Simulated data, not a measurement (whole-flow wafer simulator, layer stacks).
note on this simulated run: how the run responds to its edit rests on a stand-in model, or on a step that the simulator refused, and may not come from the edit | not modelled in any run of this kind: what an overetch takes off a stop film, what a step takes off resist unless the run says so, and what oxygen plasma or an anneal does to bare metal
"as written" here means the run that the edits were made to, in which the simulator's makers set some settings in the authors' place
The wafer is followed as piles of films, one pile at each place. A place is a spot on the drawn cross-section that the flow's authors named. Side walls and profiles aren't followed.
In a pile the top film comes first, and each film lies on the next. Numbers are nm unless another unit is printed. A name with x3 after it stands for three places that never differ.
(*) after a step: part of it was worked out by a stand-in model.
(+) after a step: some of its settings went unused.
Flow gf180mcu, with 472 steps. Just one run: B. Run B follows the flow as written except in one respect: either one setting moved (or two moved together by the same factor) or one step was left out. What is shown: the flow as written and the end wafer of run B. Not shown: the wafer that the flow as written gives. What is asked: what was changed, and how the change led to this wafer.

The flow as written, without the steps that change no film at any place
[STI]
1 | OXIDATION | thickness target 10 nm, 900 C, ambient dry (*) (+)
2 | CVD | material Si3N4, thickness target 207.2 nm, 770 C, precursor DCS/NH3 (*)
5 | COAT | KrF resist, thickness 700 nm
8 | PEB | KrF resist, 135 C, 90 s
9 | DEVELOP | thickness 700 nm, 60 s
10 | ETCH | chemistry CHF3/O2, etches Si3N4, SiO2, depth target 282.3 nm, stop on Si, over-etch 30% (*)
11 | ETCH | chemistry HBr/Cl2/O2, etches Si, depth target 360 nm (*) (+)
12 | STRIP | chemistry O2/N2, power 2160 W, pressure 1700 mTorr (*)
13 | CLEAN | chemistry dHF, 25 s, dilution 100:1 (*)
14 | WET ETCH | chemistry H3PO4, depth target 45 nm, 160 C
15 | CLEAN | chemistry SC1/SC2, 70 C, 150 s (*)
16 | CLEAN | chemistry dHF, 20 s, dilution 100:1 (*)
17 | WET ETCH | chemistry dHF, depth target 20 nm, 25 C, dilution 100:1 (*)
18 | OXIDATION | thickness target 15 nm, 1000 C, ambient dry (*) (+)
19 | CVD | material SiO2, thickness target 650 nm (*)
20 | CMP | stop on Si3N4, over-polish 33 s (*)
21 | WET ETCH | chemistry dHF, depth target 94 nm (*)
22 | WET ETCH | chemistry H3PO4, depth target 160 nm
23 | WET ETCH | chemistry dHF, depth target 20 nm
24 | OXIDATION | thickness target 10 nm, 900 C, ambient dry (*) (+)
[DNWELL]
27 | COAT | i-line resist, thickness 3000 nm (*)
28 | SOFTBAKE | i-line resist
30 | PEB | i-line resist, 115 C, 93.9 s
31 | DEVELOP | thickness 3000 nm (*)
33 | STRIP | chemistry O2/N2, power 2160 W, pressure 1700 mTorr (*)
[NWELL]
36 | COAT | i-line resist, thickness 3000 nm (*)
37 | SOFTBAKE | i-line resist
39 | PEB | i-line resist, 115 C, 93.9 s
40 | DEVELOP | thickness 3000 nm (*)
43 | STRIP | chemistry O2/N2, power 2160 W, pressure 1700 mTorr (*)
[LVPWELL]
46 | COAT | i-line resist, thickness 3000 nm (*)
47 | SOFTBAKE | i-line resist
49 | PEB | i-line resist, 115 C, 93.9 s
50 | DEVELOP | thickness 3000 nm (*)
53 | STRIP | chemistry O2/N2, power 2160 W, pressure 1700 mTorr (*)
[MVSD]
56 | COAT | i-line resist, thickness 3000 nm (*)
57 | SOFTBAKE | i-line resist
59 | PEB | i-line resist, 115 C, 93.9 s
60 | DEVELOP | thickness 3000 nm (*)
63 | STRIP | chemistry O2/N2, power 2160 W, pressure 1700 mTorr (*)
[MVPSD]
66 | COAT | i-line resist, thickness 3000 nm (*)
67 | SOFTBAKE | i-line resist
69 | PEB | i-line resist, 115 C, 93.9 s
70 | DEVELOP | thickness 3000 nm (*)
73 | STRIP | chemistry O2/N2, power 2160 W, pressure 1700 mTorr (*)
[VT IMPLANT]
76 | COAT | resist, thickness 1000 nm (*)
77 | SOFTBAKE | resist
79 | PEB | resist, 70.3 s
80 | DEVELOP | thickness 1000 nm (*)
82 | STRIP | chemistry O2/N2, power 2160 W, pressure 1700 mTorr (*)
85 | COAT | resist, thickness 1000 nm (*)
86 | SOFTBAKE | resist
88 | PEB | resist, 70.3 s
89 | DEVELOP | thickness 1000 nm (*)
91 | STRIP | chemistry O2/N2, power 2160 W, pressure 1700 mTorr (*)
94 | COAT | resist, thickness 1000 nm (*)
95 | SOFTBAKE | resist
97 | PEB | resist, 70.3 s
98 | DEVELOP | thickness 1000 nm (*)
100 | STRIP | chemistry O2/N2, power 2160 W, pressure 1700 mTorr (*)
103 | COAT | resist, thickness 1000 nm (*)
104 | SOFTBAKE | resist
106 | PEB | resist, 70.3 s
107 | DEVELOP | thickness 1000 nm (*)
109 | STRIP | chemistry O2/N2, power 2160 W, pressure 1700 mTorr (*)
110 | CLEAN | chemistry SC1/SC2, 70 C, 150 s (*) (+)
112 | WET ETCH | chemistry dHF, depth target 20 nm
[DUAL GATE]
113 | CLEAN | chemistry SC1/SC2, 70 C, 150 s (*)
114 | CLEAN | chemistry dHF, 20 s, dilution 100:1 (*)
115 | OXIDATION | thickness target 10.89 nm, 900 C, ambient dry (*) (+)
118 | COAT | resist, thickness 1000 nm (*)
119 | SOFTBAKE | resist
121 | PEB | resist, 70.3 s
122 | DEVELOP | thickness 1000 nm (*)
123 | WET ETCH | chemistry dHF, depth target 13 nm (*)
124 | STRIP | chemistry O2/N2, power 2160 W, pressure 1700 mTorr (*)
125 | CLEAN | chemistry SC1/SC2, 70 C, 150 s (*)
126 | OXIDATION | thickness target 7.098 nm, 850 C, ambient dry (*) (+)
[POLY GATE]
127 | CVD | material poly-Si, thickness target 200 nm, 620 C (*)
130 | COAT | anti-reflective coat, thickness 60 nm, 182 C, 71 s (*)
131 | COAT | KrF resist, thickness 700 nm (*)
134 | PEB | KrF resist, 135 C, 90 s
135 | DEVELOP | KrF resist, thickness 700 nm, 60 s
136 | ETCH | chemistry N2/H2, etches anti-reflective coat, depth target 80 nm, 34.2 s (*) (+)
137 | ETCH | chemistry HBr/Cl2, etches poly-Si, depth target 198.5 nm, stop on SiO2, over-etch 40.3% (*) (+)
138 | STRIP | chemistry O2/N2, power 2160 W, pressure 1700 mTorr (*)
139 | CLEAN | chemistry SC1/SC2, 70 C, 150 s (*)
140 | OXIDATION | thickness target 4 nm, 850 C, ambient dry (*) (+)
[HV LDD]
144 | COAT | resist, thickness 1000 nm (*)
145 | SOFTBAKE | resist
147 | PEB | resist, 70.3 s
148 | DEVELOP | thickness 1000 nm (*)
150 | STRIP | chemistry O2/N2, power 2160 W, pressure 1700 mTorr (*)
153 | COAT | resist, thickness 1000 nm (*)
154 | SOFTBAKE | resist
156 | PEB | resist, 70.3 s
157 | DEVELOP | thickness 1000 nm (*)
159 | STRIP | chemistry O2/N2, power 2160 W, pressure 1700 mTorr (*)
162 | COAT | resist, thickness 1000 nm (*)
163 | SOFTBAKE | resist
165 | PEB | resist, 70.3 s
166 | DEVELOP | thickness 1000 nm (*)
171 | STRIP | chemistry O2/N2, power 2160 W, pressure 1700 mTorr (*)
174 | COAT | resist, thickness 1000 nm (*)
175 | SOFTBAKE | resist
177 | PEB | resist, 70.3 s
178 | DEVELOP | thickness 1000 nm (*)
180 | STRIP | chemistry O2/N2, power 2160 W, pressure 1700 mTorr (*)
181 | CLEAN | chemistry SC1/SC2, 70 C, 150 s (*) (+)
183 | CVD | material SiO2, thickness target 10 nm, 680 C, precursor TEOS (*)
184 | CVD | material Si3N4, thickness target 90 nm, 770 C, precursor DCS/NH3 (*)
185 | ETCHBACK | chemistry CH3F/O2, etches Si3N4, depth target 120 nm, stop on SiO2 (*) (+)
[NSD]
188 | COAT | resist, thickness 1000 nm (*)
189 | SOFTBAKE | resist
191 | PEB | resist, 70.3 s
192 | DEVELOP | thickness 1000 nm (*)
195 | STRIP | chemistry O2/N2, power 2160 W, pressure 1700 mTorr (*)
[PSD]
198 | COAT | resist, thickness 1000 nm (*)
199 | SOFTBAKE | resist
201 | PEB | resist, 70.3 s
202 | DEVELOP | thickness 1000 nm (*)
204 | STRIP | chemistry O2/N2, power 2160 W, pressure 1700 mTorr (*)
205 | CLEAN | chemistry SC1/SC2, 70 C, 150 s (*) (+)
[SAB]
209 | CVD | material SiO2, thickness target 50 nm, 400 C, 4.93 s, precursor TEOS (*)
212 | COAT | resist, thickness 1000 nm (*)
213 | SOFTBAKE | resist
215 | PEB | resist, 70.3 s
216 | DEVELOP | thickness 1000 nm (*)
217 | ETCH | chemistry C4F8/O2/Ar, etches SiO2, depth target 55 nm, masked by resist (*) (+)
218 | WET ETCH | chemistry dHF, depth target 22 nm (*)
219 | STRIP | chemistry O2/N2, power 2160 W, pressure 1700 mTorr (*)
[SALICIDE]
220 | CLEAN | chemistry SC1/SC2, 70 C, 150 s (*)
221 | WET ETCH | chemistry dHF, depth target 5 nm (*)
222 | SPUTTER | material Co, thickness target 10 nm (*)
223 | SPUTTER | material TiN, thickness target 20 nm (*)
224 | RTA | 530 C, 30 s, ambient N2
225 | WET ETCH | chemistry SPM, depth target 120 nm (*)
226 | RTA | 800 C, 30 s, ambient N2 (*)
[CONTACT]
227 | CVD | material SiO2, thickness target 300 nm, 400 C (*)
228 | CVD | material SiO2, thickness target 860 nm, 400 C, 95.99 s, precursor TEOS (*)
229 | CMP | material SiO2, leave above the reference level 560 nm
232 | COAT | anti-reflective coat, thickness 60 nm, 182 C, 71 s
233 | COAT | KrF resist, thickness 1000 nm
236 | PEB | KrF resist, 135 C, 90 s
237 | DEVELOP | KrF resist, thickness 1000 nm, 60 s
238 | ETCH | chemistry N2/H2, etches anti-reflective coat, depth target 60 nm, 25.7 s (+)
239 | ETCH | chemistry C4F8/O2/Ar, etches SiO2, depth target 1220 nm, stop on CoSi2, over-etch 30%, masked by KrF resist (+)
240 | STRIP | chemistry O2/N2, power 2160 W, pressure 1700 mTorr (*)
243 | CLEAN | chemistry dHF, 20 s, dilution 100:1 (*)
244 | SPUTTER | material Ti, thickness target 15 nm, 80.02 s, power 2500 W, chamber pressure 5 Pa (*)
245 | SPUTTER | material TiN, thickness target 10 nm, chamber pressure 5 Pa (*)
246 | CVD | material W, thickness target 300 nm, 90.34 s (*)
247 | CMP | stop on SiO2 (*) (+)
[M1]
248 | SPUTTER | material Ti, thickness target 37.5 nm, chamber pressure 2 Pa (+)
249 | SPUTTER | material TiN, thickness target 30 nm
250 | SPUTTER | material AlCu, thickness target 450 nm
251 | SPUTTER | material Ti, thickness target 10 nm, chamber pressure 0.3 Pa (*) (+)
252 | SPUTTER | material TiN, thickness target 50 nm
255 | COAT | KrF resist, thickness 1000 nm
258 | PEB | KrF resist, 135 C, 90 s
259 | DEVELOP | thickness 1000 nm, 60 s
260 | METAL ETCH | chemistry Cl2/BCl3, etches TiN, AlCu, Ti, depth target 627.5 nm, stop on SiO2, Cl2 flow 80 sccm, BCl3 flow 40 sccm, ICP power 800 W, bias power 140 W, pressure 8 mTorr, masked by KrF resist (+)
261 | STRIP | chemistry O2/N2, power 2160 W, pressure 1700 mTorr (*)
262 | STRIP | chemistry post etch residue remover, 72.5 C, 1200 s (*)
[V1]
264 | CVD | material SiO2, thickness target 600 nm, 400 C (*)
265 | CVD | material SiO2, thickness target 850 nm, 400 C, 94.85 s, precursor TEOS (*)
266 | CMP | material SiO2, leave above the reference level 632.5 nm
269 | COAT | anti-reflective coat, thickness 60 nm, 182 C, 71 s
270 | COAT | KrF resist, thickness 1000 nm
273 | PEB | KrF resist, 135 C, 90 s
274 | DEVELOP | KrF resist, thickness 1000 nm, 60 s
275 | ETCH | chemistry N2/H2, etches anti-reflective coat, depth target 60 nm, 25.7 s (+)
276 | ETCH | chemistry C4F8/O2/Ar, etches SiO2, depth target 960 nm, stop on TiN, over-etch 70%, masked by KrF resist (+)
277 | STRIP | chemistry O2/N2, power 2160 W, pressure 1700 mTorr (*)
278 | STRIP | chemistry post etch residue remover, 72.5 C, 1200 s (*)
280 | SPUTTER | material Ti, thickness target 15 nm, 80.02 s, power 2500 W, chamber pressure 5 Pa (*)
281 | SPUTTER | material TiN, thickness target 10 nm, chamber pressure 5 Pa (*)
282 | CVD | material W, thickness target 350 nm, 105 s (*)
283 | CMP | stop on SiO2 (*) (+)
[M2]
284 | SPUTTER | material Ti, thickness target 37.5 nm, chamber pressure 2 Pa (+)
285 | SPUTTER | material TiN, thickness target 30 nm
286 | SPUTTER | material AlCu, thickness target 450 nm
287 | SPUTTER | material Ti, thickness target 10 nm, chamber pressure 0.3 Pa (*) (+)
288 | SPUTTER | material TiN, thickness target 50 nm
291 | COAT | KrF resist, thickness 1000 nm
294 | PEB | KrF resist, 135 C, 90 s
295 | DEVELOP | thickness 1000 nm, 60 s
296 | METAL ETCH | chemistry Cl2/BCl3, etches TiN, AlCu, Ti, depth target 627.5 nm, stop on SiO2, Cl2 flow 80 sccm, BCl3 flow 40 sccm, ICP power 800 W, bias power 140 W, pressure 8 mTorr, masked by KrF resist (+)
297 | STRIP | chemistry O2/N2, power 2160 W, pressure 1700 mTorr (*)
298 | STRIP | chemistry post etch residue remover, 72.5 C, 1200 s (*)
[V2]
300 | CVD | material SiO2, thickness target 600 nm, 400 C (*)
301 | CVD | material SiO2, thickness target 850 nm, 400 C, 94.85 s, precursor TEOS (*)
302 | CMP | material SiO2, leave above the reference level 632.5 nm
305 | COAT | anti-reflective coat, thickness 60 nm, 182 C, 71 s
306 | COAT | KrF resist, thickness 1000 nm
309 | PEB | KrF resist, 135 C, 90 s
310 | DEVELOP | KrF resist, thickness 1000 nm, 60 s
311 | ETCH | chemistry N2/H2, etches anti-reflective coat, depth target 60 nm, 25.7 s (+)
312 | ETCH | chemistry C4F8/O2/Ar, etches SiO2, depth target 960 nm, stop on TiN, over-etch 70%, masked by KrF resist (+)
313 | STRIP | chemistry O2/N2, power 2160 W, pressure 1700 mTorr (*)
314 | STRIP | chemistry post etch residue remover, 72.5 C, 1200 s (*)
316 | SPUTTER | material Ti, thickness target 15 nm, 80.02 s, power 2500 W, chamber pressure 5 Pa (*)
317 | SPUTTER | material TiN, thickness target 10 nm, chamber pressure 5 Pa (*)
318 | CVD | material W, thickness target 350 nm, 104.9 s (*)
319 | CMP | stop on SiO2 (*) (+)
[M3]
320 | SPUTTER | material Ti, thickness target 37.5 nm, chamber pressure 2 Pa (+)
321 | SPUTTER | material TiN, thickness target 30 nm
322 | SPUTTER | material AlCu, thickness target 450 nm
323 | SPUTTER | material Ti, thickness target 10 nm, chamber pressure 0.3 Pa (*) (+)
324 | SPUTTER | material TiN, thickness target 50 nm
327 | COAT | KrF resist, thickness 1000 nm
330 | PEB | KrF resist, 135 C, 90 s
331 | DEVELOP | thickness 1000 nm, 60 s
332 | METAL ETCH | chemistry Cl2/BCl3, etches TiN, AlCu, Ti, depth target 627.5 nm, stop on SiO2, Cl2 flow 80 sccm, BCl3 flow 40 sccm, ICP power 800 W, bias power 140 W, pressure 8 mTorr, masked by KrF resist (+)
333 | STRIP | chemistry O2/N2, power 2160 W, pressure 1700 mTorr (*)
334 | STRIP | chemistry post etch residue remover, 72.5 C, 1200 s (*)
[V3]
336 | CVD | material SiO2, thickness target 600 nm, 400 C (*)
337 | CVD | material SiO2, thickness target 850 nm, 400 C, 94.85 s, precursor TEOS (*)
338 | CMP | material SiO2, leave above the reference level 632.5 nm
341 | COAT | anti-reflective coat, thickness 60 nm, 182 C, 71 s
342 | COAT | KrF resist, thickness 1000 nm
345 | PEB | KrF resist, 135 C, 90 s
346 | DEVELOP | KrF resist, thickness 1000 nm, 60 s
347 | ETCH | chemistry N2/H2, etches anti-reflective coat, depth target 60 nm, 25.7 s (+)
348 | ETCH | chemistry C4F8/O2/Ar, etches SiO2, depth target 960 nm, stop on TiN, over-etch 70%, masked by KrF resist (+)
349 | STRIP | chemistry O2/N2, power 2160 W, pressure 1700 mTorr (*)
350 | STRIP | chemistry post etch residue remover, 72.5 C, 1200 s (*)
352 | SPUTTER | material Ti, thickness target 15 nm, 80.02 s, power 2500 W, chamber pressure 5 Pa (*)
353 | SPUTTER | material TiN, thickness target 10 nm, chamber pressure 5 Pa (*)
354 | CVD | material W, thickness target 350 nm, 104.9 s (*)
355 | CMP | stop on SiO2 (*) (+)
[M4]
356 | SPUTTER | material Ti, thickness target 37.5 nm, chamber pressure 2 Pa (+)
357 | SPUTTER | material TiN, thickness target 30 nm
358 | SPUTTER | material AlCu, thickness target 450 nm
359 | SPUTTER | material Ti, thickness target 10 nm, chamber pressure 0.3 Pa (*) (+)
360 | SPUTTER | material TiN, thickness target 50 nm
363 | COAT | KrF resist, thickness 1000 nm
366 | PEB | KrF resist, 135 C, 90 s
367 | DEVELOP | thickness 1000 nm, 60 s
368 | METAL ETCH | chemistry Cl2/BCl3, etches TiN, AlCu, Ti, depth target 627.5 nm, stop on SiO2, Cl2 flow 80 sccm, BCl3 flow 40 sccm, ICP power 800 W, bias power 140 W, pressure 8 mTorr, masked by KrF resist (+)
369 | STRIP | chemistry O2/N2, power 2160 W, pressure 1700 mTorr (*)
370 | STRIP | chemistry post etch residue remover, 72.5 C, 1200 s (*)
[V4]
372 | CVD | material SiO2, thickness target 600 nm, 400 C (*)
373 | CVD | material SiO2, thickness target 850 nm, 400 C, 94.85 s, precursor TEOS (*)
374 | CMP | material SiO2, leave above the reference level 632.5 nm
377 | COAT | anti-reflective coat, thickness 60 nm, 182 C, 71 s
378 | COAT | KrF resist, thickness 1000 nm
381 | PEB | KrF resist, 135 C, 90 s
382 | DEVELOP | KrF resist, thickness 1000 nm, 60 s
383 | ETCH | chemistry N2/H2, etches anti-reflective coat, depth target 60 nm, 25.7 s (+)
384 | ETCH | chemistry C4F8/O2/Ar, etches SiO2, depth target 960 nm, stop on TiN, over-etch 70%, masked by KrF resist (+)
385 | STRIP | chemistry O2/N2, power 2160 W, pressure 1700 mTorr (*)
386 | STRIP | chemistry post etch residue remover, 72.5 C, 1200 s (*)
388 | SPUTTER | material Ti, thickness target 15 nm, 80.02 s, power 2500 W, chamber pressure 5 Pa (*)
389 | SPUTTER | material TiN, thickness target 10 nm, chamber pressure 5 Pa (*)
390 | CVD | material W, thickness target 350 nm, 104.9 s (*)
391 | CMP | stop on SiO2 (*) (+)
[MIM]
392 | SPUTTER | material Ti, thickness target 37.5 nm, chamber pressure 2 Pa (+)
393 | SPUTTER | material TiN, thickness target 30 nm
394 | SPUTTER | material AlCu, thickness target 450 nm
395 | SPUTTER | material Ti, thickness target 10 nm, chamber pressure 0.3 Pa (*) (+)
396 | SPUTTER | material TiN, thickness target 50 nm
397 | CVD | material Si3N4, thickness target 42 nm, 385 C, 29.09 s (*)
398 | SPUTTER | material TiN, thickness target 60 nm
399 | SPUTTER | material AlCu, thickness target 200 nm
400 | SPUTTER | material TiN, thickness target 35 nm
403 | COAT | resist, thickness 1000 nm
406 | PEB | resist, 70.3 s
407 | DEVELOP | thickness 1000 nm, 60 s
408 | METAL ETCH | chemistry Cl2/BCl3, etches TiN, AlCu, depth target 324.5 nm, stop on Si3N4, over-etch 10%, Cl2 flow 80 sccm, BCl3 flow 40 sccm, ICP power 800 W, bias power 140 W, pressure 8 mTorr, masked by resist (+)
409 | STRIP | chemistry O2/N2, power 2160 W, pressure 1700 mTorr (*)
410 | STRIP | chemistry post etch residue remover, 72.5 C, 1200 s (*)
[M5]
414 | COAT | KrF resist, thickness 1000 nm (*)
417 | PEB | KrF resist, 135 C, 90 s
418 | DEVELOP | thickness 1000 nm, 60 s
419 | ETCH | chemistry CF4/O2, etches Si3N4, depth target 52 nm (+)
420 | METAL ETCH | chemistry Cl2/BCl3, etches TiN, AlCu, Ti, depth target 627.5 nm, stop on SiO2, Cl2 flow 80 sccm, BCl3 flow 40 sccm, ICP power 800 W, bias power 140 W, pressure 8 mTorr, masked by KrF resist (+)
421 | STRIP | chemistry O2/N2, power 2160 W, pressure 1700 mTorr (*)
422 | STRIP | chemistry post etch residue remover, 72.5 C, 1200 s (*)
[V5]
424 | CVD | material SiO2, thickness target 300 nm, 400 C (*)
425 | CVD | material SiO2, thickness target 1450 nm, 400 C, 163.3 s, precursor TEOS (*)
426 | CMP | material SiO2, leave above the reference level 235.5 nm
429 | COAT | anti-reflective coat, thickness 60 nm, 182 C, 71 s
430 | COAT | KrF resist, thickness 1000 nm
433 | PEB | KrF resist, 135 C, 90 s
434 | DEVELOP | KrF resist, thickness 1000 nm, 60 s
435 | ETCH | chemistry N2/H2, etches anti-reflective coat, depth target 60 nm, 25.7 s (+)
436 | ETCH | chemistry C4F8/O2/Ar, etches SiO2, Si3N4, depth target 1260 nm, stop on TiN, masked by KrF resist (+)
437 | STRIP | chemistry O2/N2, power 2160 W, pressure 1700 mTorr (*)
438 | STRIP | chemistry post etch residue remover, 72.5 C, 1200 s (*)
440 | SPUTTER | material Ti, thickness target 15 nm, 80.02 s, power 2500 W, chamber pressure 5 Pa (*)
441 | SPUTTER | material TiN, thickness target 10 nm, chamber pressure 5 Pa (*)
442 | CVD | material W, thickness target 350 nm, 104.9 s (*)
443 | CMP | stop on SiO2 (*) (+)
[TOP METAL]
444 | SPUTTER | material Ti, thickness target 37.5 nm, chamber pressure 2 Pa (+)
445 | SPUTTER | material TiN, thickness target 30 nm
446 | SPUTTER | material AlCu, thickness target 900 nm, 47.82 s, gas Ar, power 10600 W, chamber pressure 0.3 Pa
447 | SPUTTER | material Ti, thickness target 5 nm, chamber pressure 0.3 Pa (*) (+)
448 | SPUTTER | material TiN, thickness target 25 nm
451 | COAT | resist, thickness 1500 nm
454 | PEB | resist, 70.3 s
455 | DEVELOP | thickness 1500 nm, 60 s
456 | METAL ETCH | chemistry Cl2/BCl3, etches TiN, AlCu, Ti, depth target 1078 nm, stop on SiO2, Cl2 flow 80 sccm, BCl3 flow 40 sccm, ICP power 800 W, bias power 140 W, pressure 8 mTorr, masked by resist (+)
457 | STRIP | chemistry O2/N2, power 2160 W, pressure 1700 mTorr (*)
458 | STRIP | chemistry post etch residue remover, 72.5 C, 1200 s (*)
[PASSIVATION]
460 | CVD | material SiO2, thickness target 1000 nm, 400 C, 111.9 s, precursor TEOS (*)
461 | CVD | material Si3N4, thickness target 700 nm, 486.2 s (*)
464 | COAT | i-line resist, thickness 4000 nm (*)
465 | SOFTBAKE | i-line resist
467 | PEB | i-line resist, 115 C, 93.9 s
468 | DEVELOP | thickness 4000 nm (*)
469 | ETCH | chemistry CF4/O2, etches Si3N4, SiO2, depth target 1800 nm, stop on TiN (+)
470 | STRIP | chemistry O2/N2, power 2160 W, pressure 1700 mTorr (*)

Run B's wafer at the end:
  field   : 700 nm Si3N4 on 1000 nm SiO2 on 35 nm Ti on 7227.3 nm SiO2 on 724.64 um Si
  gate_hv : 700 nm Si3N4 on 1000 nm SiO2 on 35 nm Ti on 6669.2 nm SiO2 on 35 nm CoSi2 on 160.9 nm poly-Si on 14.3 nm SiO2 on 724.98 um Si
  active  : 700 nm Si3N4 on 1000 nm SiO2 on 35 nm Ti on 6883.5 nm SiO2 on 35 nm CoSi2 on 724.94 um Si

The reason: step 446, SPUTTER: 53.8 s was run, whereas the flow has 47.82 s.

The path from the change to this, step by step:
  446 | SPUTTER | material AlCu, thickness target 900 nm, 47.82 s, gas Ar, power 10600 W, chamber pressure 0.3 Pa
      field, field__w1, field__w2 and 109 more: AlCu gains 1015 (new film) (in the flow as written it would be: AlCu gains 900 (new film))
  456 | METAL ETCH | chemistry Cl2/BCl3, etches TiN, AlCu, Ti, depth target 1078 nm, stop on SiO2, Cl2 flow 80 sccm, BCl3 flow 40 sccm, ICP power 800 W, bias power 140 W, pressure 8 mTorr, masked by resist (+)
      field, field__w1, field__w2 and 103 more: TiN loses 25 (all of it), Ti loses 5 (all of it), AlCu loses 1015 (all of it), TiN loses 30 (all of it), Ti loses 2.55 (in the flow as written it would be: TiN loses 25 (all of it), Ti loses 5 (all of it), AlCu loses 900 (all of it), TiN loses 30 (all of it), Ti loses 37.5 (all of it))
  460 | CVD | material SiO2, thickness target 1000 nm, 400 C, 111.9 s, precursor TEOS (*)
      field, field__w1, field__w2 and 103 more: SiO2 gains 1000 (new film) (in the flow as written it would be: SiO2 gains 1000)
  464 | COAT | i-line resist, thickness 4000 nm (*)
      field__w8: i-line resist gains 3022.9 (new film) (in the flow as written it would be: i-line resist gains 3093.1 (new film))
      contact: i-line resist gains 3063.6 (new film) (in the flow as written it would be: i-line resist gains 3153.6 (new film))
      (as well as at 4 more places)
  465 | SOFTBAKE | i-line resist
      ld_acc_p, ld_fp_p, ld_drift_p: i-line resist gains 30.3 (in the flow as written it would be: i-line resist gains 33.8)
      field__w11, field__w13: i-line resist gains 34.9 (in the flow as written it would be: i-line resist gains 37.6)
      (as well as at 57 more places)
  467 | PEB | i-line resist, 115 C, 93.9 s
      field__w8, m1__w1: i-line resist loses 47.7 (in the flow as written it would be: i-line resist loses 49.2)
      contact, m1: i-line resist loses 48 (in the flow as written it would be: i-line resist loses 49.6)
      (as well as at 2 more places)
  468 | DEVELOP | thickness 4000 nm (*)
      pad: i-line resist loses 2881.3 (all of it) (in the flow as written it would be: i-line resist loses 2960.4 (all of it))
  470 | STRIP | chemistry O2/N2, power 2160 W, pressure 1700 mTorr (*)
      field__w8, m1__w1: i-line resist loses 1699.3 (all of it) (in the flow as written it would be: i-line resist loses 1775.9 (all of it))
      contact: i-line resist loses 1714.4 (all of it) (in the flow as written it would be: i-line resist loses 1798.3 (all of it))
      (as well as at 2 more places)
With metal films that touch counted as one body, field has 1 body; the flow as written gives 0 bodies.
With metal films that touch counted as one body, gate_hv has 2 bodies (between them, from the top down: SiO2 6669.2); the flow as written gives 1 body.
With metal films that touch counted as one body, active has 2 bodies (between them, from the top down: SiO2 6883.5); the flow as written gives 1 body.
